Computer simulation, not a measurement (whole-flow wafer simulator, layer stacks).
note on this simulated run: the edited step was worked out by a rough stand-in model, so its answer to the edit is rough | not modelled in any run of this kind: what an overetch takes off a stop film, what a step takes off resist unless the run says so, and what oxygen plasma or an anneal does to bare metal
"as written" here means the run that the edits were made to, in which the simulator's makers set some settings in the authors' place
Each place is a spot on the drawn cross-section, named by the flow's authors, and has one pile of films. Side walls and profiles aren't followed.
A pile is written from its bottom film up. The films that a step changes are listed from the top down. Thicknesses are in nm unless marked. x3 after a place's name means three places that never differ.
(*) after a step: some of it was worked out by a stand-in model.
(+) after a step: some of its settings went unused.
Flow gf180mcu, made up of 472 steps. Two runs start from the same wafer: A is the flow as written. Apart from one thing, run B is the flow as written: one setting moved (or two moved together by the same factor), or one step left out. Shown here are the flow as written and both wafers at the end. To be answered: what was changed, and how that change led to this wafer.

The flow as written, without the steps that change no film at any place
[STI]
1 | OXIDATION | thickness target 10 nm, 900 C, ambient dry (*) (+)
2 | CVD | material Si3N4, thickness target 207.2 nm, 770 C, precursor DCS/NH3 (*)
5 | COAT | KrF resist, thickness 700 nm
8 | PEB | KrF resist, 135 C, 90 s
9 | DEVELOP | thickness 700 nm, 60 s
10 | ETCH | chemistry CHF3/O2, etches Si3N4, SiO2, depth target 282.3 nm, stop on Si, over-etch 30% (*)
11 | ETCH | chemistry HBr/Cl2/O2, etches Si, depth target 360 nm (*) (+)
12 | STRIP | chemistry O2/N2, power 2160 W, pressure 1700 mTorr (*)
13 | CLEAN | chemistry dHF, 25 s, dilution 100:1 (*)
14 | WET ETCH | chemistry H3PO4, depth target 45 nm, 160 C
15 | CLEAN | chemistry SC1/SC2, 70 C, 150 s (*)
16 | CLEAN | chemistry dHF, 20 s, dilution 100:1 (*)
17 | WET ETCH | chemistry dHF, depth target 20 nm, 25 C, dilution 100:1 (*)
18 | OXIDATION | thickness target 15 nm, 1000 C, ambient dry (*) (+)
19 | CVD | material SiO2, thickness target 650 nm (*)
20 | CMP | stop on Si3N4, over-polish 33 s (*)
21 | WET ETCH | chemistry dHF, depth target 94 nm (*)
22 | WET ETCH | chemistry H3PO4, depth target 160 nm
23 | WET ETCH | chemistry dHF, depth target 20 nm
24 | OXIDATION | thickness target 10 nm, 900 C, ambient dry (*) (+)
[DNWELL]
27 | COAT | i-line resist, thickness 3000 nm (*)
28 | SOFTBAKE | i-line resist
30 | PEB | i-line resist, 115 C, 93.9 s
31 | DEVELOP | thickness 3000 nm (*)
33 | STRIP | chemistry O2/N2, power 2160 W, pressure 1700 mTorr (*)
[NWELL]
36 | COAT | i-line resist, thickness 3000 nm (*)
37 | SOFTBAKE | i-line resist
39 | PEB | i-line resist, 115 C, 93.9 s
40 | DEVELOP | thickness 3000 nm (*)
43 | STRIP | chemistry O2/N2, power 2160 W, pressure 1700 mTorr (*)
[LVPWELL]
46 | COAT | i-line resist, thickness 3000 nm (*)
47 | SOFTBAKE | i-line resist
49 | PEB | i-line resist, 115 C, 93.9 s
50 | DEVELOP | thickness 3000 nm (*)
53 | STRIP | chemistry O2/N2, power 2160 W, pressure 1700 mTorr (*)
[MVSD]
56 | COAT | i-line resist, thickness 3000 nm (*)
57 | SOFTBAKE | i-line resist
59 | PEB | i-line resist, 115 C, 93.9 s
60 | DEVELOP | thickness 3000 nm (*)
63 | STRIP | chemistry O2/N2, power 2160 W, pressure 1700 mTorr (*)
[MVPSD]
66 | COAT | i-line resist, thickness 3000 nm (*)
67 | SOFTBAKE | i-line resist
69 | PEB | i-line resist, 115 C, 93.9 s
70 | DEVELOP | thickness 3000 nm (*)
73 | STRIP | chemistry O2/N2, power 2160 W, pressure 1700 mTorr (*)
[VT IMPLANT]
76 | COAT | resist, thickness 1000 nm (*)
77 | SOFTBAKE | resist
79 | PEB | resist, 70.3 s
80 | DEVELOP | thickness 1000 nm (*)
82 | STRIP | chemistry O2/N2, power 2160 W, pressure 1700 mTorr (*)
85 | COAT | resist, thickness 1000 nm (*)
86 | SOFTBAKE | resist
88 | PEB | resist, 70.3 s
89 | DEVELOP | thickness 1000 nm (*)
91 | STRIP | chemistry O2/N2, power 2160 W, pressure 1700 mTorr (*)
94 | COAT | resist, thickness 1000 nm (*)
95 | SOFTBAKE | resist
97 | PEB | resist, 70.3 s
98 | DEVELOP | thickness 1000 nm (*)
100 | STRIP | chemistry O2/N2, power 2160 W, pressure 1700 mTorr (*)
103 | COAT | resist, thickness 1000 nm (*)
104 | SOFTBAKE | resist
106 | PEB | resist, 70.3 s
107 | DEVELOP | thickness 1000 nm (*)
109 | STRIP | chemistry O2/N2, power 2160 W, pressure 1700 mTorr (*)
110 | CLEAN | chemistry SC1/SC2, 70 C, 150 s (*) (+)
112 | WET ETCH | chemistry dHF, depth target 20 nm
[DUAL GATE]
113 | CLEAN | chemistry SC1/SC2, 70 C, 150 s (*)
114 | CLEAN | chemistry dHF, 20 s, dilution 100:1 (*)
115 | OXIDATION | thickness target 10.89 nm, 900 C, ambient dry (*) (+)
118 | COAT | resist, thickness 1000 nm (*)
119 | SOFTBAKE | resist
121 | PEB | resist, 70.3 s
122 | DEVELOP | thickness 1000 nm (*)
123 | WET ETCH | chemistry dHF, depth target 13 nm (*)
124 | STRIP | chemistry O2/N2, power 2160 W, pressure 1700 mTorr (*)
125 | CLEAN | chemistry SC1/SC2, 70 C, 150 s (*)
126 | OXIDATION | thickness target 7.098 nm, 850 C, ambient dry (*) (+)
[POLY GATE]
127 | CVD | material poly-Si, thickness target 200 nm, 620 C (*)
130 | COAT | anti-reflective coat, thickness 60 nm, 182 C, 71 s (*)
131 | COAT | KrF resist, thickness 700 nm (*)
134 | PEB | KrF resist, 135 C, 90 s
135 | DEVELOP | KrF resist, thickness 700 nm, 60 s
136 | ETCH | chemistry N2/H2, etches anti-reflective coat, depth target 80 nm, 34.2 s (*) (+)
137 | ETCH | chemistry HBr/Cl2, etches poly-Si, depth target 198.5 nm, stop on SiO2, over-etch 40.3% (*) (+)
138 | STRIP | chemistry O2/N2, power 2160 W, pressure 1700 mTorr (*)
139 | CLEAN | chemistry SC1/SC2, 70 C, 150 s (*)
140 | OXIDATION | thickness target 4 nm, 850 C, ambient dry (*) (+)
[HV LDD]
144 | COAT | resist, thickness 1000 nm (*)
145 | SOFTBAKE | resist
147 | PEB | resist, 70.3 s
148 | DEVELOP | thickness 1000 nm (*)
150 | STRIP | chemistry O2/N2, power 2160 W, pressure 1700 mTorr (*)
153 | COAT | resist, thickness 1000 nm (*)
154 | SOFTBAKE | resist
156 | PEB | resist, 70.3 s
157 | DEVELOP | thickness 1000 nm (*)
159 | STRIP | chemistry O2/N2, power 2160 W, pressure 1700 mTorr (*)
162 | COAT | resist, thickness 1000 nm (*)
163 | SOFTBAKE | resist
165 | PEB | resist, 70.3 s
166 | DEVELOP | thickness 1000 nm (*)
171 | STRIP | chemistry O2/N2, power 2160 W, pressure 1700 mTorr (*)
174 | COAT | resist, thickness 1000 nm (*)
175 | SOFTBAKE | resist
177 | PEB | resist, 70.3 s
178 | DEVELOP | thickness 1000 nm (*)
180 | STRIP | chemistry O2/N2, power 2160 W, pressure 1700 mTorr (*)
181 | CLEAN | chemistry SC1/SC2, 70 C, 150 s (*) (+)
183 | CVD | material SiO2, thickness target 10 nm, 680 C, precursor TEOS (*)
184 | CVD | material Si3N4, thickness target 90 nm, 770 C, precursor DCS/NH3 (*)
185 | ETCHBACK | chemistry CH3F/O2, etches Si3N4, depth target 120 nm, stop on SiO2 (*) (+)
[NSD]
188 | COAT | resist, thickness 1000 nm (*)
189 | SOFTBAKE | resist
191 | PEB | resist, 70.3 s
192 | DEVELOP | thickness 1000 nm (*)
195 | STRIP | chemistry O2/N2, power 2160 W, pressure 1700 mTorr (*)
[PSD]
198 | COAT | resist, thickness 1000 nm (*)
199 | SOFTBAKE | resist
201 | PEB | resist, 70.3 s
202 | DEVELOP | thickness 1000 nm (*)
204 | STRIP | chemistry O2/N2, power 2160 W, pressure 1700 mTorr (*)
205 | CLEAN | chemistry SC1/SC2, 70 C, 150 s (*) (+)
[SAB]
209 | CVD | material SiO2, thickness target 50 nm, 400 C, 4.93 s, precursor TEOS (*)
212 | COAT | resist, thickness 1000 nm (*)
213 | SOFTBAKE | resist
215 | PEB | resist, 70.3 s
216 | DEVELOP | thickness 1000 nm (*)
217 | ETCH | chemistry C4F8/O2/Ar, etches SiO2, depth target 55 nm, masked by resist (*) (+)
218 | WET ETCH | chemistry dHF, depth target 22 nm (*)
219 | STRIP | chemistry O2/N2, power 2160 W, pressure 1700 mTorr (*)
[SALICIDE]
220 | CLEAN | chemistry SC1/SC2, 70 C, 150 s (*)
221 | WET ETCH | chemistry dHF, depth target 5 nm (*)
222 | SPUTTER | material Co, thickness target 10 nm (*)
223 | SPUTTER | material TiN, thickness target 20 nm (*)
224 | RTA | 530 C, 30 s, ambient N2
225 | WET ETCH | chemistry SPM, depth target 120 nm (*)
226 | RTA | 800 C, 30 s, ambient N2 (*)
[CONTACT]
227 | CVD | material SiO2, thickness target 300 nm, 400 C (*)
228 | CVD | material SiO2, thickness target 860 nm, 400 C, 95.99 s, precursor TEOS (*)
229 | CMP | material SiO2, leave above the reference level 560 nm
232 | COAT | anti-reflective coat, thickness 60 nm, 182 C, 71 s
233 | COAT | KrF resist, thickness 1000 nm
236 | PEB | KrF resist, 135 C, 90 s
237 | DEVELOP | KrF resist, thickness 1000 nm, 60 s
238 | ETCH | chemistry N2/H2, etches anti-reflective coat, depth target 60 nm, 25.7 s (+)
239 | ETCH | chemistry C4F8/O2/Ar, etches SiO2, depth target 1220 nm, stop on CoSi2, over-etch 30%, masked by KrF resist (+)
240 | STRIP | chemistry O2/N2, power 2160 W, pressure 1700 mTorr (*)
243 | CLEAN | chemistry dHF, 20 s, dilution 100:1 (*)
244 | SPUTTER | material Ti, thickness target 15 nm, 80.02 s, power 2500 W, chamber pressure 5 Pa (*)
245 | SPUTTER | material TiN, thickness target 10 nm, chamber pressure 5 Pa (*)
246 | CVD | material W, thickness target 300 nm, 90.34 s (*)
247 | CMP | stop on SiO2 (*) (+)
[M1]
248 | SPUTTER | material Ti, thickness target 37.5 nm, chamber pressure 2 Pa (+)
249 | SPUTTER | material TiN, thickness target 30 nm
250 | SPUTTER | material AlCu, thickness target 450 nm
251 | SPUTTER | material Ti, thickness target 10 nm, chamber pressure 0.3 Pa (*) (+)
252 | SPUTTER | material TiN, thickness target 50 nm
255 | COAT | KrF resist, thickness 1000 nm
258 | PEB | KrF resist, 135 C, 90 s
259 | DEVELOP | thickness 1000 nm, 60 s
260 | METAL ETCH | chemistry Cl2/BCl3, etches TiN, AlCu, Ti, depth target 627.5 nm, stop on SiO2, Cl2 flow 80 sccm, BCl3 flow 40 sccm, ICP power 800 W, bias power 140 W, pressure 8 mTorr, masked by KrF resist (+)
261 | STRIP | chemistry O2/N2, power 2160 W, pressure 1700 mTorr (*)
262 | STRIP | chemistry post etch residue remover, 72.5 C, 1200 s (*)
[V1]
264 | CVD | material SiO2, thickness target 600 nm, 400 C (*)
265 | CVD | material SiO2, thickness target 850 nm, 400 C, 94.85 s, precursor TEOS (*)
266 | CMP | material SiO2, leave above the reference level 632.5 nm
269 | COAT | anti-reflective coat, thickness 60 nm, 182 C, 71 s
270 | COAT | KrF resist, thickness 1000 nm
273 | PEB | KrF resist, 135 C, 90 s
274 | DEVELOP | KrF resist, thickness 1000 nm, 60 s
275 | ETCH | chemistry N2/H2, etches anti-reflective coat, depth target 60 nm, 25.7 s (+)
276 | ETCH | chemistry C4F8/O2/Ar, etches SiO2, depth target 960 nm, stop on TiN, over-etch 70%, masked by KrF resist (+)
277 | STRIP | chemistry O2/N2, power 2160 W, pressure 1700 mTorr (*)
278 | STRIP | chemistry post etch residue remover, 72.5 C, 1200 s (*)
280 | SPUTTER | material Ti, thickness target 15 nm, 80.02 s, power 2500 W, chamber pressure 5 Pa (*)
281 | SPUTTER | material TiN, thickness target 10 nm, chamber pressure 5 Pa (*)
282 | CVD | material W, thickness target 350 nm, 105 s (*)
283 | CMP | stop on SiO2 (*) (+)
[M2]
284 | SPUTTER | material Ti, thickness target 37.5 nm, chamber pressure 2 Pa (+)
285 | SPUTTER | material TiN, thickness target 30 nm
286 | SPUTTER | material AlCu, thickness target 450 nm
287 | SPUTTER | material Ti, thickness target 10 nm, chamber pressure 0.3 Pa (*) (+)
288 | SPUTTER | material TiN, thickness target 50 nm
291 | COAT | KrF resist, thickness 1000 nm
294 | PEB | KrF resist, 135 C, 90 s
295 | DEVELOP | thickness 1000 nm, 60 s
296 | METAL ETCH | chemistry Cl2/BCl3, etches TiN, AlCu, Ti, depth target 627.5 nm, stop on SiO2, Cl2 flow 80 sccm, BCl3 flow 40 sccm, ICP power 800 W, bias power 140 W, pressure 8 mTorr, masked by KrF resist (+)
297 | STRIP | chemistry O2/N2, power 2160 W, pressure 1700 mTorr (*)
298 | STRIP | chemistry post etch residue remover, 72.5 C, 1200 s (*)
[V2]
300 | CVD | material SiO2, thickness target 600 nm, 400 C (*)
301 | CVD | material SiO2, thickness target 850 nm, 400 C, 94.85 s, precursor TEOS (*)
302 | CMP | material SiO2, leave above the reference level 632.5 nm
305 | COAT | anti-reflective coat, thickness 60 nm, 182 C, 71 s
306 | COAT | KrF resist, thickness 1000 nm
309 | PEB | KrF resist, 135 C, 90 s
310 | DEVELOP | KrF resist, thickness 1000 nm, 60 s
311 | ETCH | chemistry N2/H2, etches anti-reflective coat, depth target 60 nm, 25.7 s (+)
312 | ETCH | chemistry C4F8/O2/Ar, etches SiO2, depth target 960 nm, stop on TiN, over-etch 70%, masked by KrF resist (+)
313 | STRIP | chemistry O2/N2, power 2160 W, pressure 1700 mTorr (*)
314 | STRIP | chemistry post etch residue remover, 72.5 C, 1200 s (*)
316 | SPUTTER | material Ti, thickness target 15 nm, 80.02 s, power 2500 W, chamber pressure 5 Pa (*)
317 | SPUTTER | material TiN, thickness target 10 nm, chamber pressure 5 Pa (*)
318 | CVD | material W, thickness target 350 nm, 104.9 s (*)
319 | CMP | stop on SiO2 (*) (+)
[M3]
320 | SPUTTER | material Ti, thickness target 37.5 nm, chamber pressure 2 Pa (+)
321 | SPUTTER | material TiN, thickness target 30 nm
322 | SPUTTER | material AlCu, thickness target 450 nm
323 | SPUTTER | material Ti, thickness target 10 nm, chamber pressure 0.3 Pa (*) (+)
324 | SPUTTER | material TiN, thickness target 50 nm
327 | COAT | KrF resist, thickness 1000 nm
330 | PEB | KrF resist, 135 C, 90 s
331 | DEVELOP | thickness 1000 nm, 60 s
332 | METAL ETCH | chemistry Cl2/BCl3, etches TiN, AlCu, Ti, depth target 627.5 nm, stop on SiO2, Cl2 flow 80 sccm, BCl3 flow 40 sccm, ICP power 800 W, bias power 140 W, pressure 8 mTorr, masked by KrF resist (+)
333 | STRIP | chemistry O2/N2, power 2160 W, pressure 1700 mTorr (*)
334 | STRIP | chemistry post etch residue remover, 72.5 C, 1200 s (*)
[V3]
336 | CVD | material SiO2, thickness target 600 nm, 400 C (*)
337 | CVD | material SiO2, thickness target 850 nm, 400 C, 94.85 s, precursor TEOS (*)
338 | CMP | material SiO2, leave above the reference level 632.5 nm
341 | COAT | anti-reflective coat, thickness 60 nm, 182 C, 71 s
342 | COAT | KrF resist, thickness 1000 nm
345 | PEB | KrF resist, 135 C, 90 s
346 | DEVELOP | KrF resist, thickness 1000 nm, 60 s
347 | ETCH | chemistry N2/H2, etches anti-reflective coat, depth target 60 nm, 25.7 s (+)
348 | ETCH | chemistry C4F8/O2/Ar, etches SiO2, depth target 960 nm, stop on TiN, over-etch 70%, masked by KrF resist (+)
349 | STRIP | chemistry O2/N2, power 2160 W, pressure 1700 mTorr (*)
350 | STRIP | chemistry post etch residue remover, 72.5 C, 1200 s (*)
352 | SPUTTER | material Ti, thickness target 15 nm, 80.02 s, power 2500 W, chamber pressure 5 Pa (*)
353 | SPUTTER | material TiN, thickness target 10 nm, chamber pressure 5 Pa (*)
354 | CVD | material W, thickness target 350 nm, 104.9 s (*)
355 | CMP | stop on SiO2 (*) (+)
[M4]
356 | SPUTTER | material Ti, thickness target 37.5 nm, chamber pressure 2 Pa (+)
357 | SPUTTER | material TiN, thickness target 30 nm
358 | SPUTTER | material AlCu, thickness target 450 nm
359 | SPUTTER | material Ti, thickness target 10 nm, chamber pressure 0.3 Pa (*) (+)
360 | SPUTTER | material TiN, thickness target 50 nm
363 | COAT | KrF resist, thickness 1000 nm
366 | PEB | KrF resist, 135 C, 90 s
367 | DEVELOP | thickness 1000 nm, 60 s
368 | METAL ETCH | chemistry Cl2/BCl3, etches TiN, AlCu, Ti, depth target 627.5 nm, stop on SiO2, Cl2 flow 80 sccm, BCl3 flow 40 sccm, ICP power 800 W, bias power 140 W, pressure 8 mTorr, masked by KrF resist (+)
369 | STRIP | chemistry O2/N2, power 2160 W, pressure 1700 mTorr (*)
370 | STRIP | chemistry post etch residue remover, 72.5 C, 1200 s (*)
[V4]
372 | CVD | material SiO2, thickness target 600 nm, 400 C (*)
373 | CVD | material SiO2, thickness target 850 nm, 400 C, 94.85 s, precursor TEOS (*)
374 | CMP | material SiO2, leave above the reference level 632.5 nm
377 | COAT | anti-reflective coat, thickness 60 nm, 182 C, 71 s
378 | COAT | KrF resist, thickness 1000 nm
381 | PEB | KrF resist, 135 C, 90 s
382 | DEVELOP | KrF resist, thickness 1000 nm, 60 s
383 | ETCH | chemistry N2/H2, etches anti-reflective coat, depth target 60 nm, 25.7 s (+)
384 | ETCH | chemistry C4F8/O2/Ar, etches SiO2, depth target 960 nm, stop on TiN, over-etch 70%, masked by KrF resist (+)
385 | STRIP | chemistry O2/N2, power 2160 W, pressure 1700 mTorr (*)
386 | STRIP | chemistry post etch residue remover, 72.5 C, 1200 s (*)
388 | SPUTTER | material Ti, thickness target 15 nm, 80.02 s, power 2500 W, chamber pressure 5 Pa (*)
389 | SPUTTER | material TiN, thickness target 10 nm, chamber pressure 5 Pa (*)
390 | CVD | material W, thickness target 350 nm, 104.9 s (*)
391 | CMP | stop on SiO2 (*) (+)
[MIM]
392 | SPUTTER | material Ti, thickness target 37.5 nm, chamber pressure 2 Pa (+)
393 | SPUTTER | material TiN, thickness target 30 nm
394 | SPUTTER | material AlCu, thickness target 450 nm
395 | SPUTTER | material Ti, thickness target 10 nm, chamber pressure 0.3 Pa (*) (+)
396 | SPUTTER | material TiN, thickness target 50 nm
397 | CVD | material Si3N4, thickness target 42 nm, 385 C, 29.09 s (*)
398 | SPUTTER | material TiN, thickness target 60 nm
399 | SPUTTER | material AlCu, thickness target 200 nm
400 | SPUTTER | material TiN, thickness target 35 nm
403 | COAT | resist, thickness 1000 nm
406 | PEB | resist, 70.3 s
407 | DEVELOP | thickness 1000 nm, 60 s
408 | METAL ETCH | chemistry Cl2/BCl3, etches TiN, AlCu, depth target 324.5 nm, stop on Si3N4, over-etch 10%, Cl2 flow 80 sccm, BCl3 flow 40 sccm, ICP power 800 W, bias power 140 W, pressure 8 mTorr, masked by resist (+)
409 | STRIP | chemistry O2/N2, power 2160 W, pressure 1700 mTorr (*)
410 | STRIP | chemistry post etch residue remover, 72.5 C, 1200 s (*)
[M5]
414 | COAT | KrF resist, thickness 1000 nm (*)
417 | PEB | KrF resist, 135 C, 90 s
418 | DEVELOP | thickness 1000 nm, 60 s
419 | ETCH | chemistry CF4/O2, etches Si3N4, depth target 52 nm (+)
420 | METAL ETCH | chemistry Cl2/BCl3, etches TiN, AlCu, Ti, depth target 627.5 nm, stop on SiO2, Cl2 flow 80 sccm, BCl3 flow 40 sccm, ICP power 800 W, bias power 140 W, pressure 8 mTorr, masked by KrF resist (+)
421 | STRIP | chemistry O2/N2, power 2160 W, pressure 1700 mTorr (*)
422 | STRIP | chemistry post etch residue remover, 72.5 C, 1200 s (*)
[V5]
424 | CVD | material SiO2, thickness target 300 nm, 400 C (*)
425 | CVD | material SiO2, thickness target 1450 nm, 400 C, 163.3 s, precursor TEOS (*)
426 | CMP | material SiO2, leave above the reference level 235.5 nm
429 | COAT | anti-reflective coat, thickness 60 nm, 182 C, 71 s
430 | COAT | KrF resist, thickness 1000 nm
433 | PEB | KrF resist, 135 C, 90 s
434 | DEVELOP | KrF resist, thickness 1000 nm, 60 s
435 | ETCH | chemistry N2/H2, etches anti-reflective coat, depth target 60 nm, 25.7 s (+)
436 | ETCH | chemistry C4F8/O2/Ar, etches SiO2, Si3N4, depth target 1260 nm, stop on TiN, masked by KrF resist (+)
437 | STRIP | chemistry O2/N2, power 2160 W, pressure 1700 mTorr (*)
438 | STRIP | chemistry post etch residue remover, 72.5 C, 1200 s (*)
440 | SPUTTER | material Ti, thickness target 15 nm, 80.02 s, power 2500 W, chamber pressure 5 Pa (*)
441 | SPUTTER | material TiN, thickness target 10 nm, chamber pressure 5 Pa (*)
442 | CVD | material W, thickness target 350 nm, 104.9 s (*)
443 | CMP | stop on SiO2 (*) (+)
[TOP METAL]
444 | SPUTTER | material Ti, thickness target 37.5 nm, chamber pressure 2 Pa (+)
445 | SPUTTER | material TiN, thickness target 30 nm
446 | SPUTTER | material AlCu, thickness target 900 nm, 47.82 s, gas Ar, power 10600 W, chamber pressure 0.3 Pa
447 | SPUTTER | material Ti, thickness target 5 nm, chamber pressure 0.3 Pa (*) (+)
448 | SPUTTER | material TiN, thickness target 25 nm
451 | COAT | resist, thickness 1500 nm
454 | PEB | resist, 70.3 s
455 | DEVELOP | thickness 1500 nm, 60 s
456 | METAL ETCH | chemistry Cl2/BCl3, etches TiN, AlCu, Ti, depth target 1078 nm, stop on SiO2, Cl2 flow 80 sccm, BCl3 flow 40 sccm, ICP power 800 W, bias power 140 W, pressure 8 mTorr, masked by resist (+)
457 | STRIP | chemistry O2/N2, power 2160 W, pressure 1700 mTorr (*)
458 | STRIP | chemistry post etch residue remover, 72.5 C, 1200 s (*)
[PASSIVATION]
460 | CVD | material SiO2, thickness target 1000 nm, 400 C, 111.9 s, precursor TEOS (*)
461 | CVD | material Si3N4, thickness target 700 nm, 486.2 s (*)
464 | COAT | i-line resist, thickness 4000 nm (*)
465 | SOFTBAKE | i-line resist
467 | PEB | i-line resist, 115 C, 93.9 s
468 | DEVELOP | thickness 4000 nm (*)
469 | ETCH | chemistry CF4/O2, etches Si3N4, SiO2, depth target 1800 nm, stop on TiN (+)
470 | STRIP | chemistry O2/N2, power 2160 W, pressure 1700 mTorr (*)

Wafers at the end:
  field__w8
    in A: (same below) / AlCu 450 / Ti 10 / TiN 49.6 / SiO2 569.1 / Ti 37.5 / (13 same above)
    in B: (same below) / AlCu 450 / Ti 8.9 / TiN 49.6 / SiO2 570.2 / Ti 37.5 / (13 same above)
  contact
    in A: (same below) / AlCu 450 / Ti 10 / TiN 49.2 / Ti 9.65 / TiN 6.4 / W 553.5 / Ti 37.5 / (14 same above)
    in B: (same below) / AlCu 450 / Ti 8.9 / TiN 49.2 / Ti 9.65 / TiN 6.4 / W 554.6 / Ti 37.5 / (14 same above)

Cause: step 359, SPUTTER: thickness target 8.9 nm was run, though the flow has thickness target 10 nm.
One can read it off the wafer: field__w8 has Ti 8.9, and step 359 as written asks for 10 nm.

The path from the change to this, step by step:
  359 | SPUTTER | material Ti, thickness target 10 nm, chamber pressure 0.3 Pa (*) (+)
      field, field__w1, field__w2 and 108 more: A Ti gains 10 (new film) | B Ti gains 8.9 (new film)
  368 | METAL ETCH | chemistry Cl2/BCl3, etches TiN, AlCu, Ti, depth target 627.5 nm, stop on SiO2, Cl2 flow 80 sccm, BCl3 flow 40 sccm, ICP power 800 W, bias power 140 W, pressure 8 mTorr, masked by KrF resist (+)
      field, field__w1, field__w2 and 103 more: A TiN loses 50 (all of it), Ti loses 10 (all of it), AlCu loses 450 (all of it), TiN loses 30 (all of it), Ti loses 37.5 (all of it) | B TiN loses 50 (all of it), Ti loses 8.9 (all of it), AlCu loses 450 (all of it), TiN loses 30 (all of it), Ti loses 37.5 (all of it)
